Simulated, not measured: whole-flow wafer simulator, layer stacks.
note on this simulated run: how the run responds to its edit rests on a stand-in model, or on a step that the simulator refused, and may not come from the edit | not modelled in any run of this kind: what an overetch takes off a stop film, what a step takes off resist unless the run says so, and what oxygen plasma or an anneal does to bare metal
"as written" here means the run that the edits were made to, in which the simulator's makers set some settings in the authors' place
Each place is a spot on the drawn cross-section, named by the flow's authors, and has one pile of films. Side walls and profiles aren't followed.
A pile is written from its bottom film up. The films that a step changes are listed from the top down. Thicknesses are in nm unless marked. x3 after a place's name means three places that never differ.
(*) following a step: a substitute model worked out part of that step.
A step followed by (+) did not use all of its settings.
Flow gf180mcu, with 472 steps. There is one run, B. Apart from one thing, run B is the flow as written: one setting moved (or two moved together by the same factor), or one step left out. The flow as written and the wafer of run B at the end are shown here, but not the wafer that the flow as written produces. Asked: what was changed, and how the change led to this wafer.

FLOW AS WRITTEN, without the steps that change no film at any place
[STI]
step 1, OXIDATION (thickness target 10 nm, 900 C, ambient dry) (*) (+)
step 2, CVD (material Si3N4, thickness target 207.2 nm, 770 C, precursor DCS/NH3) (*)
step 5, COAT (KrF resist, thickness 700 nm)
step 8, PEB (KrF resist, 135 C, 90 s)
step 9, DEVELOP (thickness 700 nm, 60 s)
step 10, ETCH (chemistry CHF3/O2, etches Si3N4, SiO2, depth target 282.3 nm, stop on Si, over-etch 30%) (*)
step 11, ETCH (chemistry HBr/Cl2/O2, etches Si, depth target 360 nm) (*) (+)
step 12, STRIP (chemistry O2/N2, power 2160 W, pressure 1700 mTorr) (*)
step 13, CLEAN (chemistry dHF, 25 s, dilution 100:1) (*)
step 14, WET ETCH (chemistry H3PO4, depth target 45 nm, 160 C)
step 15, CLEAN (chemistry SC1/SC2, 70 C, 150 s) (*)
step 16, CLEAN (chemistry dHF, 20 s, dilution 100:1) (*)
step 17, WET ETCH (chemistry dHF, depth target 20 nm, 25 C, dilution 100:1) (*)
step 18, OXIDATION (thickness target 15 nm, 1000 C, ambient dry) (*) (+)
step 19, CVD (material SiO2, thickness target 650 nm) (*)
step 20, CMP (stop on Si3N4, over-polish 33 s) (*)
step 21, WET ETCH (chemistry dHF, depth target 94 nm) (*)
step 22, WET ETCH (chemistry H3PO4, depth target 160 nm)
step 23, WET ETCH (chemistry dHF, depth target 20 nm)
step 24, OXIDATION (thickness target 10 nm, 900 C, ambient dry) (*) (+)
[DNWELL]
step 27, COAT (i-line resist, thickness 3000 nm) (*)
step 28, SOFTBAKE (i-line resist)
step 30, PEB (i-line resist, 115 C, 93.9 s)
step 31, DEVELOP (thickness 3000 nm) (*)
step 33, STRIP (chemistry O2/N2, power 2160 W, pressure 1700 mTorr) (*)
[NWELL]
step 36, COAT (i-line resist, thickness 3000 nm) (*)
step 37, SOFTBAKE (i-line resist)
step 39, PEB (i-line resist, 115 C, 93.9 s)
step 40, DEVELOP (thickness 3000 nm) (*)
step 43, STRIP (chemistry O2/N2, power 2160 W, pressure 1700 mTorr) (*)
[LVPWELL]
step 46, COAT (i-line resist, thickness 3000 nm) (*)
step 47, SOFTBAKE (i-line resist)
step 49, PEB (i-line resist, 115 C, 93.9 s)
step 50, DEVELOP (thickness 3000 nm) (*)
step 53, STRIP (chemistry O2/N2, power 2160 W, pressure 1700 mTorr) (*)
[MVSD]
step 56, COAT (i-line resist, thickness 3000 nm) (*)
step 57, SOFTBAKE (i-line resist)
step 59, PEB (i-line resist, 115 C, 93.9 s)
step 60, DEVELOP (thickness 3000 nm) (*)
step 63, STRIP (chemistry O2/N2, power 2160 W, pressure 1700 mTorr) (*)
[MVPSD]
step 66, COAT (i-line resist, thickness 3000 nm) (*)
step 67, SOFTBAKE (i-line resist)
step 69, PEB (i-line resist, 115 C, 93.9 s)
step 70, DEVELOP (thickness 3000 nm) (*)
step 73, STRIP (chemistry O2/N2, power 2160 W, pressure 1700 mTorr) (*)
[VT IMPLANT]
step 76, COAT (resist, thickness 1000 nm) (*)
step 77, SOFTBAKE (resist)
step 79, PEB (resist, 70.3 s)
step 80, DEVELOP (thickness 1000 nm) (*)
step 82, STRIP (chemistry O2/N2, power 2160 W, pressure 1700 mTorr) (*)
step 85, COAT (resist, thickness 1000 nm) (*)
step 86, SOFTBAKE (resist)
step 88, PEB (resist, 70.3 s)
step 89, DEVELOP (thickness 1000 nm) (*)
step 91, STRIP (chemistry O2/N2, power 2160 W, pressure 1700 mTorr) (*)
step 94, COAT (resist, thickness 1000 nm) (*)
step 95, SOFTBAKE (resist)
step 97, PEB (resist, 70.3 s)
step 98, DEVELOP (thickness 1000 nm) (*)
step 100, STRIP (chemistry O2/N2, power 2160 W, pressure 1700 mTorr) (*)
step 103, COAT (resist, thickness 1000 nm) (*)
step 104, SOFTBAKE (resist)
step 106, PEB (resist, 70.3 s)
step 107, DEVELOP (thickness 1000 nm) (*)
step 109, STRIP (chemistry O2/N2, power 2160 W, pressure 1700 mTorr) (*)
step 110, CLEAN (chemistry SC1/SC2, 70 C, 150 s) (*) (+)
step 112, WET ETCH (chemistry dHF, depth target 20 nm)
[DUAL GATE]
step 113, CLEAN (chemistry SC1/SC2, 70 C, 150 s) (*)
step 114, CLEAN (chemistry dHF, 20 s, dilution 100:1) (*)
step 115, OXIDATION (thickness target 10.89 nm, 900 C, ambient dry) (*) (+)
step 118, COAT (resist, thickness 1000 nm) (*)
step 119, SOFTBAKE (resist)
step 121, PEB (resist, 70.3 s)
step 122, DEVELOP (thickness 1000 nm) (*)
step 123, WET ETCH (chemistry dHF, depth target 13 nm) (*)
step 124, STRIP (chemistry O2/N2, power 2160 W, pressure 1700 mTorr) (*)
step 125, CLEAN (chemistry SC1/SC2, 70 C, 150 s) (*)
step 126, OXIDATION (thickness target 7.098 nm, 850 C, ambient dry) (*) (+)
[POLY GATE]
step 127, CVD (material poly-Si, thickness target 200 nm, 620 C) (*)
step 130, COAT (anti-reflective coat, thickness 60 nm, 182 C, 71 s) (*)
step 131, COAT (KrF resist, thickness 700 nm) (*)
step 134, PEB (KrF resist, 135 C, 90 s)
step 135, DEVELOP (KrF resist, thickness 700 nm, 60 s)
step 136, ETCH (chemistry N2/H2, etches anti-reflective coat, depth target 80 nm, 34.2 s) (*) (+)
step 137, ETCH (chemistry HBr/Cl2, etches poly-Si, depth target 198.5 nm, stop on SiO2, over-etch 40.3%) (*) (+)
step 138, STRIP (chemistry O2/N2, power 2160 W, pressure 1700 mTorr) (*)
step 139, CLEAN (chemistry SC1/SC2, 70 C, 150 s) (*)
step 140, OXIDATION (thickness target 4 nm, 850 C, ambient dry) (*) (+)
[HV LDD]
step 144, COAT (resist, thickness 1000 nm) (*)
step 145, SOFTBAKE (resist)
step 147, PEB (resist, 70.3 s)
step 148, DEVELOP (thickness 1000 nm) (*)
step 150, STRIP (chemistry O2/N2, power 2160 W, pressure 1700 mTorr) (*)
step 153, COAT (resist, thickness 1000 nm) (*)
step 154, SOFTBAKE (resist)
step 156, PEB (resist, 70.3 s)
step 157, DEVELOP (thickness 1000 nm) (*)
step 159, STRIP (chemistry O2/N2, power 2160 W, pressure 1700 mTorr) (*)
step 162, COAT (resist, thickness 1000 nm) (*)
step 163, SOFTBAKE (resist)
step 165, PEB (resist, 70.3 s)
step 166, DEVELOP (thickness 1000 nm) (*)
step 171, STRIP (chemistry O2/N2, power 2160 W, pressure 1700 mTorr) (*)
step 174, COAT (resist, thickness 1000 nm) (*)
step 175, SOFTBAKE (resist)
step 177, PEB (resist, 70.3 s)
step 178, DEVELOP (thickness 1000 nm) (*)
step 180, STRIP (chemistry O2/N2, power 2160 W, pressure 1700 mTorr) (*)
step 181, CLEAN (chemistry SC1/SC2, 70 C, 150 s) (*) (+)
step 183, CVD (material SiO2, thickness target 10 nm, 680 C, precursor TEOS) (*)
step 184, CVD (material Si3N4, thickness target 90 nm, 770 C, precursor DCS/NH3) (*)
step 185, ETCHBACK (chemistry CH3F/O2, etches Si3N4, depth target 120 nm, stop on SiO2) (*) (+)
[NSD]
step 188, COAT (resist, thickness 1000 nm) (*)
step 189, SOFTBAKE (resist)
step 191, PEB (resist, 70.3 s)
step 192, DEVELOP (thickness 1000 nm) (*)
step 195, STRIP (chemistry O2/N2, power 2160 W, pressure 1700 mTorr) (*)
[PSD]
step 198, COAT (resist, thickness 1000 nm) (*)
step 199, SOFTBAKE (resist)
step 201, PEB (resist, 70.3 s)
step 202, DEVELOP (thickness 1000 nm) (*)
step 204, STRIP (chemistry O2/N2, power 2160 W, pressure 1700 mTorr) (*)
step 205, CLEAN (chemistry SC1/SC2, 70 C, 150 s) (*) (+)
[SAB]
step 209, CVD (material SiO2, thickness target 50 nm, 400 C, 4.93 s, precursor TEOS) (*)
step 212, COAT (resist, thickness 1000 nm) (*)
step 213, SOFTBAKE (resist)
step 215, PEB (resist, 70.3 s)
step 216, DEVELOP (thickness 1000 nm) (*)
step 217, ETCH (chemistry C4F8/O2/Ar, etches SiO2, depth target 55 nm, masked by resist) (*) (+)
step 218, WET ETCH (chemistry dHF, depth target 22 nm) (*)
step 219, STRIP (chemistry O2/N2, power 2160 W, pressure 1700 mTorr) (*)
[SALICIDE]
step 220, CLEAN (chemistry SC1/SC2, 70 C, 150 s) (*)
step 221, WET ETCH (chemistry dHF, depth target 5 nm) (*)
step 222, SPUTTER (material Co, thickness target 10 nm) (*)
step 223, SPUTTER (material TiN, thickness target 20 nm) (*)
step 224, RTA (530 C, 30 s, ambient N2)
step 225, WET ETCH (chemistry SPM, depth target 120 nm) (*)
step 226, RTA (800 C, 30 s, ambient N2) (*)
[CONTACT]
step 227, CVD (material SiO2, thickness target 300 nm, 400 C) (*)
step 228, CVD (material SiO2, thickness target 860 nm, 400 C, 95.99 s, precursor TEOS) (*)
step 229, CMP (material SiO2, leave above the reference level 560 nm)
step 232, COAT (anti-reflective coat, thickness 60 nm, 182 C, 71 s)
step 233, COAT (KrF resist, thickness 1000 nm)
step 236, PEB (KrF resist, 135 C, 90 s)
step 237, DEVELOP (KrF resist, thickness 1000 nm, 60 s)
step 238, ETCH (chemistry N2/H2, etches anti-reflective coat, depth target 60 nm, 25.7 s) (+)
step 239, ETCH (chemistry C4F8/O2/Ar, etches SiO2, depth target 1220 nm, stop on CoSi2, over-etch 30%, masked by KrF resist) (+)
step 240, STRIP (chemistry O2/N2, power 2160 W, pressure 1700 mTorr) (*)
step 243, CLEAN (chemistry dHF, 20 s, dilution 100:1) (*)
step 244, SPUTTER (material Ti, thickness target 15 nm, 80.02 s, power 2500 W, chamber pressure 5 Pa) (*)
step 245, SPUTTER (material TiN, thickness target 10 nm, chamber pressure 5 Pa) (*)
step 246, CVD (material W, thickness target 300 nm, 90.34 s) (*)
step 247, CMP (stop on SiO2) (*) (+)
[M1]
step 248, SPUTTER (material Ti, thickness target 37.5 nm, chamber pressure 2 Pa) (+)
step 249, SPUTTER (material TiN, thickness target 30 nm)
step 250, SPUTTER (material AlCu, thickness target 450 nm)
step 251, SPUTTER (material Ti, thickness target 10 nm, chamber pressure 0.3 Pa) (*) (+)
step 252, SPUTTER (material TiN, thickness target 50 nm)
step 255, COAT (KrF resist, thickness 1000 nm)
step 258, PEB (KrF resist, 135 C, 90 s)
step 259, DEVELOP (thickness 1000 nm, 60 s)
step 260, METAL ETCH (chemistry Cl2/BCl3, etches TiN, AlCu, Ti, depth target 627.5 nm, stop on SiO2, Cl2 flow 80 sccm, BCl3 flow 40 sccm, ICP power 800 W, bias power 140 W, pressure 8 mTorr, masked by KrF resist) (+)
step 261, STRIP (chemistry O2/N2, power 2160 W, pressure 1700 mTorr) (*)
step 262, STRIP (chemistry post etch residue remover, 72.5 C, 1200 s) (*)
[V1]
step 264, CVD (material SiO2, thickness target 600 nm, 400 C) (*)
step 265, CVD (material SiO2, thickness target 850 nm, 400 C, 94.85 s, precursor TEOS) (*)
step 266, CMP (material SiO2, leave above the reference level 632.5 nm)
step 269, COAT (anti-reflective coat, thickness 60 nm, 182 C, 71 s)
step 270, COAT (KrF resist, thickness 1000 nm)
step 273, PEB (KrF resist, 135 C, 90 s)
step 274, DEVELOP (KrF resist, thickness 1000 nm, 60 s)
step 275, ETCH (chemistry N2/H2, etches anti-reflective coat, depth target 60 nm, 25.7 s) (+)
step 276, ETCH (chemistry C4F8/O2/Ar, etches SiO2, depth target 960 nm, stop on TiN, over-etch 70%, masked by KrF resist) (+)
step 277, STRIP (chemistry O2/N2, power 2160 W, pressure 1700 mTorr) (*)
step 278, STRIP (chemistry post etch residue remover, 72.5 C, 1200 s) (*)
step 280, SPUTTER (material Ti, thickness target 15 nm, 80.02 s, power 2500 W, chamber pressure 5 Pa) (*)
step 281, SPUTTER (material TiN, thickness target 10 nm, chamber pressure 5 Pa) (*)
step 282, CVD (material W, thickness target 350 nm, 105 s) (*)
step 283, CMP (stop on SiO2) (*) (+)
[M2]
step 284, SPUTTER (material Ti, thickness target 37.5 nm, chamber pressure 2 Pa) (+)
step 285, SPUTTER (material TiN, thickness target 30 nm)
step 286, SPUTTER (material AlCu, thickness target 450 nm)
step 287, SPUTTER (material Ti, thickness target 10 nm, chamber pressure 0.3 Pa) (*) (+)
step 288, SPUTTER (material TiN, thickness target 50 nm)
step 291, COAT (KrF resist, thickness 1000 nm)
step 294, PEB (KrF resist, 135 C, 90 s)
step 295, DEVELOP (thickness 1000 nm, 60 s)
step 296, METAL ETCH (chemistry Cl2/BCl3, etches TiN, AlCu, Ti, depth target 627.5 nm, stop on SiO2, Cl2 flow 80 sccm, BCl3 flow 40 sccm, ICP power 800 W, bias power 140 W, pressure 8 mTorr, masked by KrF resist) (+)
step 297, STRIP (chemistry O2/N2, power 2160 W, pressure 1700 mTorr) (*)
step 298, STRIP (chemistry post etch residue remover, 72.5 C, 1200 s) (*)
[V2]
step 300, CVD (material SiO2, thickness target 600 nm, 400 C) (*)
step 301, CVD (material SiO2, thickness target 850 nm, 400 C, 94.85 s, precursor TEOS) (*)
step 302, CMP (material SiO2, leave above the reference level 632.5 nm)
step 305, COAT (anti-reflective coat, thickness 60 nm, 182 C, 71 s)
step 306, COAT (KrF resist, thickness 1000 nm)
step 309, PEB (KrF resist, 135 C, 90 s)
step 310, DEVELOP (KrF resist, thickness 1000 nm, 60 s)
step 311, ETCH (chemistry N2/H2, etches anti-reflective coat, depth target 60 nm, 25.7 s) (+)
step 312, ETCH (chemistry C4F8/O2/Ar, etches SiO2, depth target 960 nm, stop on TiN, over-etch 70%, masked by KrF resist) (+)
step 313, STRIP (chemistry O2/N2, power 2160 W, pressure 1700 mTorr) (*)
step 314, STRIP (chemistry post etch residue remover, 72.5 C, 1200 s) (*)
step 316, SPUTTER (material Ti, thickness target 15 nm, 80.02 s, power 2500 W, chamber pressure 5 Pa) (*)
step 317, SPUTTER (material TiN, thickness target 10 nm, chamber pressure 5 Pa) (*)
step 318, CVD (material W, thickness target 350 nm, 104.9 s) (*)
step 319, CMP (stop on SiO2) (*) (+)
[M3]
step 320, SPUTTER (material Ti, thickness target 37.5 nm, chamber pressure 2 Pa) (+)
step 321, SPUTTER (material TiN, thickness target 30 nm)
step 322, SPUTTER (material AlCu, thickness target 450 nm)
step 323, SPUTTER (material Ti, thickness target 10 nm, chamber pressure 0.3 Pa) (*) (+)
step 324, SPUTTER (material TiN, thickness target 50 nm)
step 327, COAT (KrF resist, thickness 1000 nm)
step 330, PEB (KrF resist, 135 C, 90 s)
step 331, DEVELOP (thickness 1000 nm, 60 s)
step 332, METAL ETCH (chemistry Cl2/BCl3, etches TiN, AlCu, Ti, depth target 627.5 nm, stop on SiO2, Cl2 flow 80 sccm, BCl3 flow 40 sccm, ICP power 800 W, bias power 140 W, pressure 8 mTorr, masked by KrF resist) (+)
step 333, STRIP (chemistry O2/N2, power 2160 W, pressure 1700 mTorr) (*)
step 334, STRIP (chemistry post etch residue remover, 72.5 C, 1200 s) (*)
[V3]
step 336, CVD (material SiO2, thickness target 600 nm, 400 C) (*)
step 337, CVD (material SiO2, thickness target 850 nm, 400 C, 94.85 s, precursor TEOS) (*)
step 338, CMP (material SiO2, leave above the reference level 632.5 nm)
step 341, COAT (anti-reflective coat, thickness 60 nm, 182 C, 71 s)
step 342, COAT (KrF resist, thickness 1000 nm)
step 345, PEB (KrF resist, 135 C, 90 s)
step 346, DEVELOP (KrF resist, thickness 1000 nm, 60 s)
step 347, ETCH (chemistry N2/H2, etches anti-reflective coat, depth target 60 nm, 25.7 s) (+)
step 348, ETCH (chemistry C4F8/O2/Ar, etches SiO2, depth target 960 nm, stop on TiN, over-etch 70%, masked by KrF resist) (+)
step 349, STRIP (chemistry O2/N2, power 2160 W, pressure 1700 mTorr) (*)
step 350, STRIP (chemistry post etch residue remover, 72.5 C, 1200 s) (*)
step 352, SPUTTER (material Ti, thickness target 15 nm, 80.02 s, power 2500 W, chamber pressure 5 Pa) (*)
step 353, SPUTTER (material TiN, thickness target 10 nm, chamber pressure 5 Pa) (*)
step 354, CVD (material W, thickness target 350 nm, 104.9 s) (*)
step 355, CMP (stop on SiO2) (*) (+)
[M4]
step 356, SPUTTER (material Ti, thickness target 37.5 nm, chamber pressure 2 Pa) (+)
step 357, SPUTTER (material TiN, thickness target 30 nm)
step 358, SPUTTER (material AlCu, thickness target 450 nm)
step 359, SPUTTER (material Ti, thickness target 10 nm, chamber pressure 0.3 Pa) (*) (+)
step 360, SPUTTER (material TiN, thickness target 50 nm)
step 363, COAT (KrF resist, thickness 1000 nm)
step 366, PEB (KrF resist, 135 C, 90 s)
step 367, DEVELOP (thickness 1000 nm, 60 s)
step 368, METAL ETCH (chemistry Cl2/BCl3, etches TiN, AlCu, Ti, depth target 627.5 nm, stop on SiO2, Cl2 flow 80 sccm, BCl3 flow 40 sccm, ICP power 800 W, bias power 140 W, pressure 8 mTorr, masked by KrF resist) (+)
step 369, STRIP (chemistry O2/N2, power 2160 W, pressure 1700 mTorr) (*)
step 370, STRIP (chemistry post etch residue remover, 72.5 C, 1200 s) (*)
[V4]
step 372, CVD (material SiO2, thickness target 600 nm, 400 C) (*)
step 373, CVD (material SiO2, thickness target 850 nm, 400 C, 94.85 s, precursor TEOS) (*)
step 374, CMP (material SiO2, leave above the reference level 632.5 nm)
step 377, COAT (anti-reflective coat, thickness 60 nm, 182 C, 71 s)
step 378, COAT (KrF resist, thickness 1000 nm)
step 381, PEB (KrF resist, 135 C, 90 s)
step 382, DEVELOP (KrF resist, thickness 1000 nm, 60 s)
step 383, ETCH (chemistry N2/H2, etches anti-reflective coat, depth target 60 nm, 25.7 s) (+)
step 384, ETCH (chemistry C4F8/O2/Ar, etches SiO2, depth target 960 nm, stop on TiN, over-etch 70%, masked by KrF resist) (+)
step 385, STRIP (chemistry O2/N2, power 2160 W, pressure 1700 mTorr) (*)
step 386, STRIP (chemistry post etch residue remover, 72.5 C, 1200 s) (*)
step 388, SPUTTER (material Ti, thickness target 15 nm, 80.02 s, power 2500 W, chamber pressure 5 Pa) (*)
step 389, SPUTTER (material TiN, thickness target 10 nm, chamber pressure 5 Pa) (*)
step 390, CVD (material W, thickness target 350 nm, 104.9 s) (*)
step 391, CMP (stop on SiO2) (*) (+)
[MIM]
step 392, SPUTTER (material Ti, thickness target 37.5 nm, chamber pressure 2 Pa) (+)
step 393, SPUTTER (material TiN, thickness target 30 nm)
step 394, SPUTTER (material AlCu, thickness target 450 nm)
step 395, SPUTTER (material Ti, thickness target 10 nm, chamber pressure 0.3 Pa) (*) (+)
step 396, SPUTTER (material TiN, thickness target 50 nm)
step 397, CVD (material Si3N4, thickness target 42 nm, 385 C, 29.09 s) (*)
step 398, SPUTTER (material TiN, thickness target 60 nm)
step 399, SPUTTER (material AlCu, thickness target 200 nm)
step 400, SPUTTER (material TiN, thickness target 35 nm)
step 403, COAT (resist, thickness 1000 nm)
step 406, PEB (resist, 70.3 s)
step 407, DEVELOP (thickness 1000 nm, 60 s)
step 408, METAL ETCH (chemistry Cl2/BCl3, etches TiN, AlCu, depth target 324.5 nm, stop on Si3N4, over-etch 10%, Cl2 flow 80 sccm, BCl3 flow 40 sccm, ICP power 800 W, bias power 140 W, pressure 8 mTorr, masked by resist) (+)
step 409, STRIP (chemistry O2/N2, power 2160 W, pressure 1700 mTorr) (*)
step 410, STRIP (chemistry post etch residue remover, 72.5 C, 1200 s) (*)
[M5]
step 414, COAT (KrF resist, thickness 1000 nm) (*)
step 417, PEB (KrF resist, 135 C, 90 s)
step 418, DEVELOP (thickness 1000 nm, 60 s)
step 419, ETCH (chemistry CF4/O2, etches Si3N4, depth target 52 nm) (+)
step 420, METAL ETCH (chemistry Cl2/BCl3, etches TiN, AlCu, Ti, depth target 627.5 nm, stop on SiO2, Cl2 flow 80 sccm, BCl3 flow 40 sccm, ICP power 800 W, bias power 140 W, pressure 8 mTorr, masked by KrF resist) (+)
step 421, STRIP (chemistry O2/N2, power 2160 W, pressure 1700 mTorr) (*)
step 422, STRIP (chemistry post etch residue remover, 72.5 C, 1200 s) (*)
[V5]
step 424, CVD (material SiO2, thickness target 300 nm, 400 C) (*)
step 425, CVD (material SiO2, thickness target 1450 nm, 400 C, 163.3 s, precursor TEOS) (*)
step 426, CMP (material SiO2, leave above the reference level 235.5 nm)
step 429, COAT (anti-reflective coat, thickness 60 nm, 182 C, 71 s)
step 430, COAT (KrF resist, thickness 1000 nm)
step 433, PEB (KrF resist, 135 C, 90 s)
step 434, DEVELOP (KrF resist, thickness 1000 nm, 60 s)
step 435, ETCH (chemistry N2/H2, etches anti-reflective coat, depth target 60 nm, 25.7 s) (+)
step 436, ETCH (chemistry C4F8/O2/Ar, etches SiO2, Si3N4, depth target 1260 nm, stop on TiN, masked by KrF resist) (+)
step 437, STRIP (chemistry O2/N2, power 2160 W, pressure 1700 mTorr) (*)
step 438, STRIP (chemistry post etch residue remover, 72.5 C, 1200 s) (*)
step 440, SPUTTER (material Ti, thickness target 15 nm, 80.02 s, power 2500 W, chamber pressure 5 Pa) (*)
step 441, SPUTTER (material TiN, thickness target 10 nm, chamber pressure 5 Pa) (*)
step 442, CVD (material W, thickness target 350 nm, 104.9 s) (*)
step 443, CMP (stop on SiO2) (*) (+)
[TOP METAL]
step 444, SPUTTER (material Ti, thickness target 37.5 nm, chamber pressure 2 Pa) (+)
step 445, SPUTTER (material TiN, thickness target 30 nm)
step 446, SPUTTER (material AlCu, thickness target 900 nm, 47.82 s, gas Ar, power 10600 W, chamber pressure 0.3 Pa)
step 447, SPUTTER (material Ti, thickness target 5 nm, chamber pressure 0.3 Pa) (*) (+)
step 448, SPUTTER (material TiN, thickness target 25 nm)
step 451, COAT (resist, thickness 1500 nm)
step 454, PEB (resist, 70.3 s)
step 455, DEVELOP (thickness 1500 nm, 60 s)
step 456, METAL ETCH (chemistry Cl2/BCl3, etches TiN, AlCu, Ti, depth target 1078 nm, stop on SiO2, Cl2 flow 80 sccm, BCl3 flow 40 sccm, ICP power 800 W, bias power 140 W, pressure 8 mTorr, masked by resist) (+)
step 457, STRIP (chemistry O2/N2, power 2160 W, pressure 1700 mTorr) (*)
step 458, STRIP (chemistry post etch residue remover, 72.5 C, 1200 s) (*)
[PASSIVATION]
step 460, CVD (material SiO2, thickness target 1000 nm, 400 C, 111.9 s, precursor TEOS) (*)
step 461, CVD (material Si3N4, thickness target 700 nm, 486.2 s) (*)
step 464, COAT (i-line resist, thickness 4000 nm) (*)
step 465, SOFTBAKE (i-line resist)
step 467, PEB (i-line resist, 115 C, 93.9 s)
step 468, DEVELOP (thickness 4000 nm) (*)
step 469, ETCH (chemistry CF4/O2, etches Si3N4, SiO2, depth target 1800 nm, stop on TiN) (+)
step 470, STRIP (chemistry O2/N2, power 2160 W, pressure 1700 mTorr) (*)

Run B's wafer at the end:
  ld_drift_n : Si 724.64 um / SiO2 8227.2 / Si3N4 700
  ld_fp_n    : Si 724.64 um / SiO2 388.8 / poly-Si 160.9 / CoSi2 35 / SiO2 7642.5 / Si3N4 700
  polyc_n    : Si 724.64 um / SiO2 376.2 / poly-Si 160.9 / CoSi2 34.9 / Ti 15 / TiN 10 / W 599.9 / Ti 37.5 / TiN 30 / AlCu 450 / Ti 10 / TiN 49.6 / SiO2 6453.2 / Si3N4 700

The reason: step 112, WET ETCH: depth target 12.8 nm was run, while the flow as written has depth target 20 nm.

The path from the change to this, step by step:
  step 112, WET ETCH (chemistry dHF, depth target 20 nm)
      field, field__w2, field__w3 and 43 more: SiO2 loses 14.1 (in the flow as written it would be: SiO2 loses 22)
  step 130, COAT (anti-reflective coat, thickness 60 nm, 182 C, 71 s) (*)
      p_well, spacer, sd_n: anti-reflective coat gains 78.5 (new film) (in the flow as written it would be: anti-reflective coat gains 70.9 (new film))
      field: anti-reflective coat gains 59 (new film) (in the flow as written it would be: anti-reflective coat gains 61.5 (new film))
      (also at 67 further places)
  step 136, ETCH (chemistry N2/H2, etches anti-reflective coat, depth target 80 nm, 34.2 s) (*) (+)
      p_well, spacer, sd_n: anti-reflective coat loses 78.5 (all of it), poly-Si loses 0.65 (in the flow as written it would be: anti-reflective coat loses 70.9 (all of it), poly-Si loses 0.85)
      field: anti-reflective coat loses 59 (all of it), poly-Si loses 1.15 (in the flow as written it would be: anti-reflective coat loses 61.5 (all of it), poly-Si loses 1.09)
      (also at 47 further places)
  step 138, STRIP (chemistry O2/N2, power 2160 W, pressure 1700 mTorr) (*)
      gate: chemical SiO2 gains 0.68 (new film), KrF resist loses 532 (all of it), anti-reflective coat loses 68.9 (all of it), poly-Si loses 0.3 (in the flow as written it would be: chemical SiO2 gains 0.68 (new film), KrF resist loses 531.7 (all of it), anti-reflective coat loses 65.5 (all of it), poly-Si loses 0.3)
      gate_hv: chemical SiO2 gains 0.68 (new film), KrF resist loses 530 (all of it), anti-reflective coat loses 62.3 (all of it), poly-Si loses 0.3 (in the flow as written it would be: chemical SiO2 gains 0.68 (new film), KrF resist loses 528.4 (all of it), anti-reflective coat loses 61 (all of it), poly-Si loses 0.3)
      (also at 18 further places)
  step 189, SOFTBAKE (resist)
      active_hv: resist loses 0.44 (in the flow as written it would be: resist gains 2.68)
      active_nat: resist gains 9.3 (in the flow as written it would be: resist gains 5.49)
  step 199, SOFTBAKE (resist)
      active_hv: resist loses 0.44 (in the flow as written it would be: resist gains 2.68)
      active_nat: resist gains 9.3 (in the flow as written it would be: resist gains 5.49)
  step 218, WET ETCH (chemistry dHF, depth target 22 nm) (*)
      active: SiO2 loses 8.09 (all of it) (in the flow as written it would be: SiO2 loses 9.01 (all of it))
  step 226, RTA (800 C, 30 s, ambient N2) (*)
      ld_sd_n: CoSi2 gains 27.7 (new film), CoSi loses 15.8 (all of it), Si loses 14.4 (in the flow as written it would be: CoSi2 gains 28.3 (new film), CoSi loses 16.1 (all of it), Si loses 14.7)
  step 229, CMP (material SiO2, leave above the reference level 560 nm)
      ldn_sep__w1, ldn_sep__w2, ldn_dft and 8 more: SiO2 loses 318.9 (in the flow as written it would be: SiO2 loses 311)
      sti, mim_1p0, pad, dice_street, iso_nw_fld, iso_fld_sub: SiO2 loses 304.7 (in the flow as written it would be: SiO2 loses 296.8)
      (also at 40 further places)
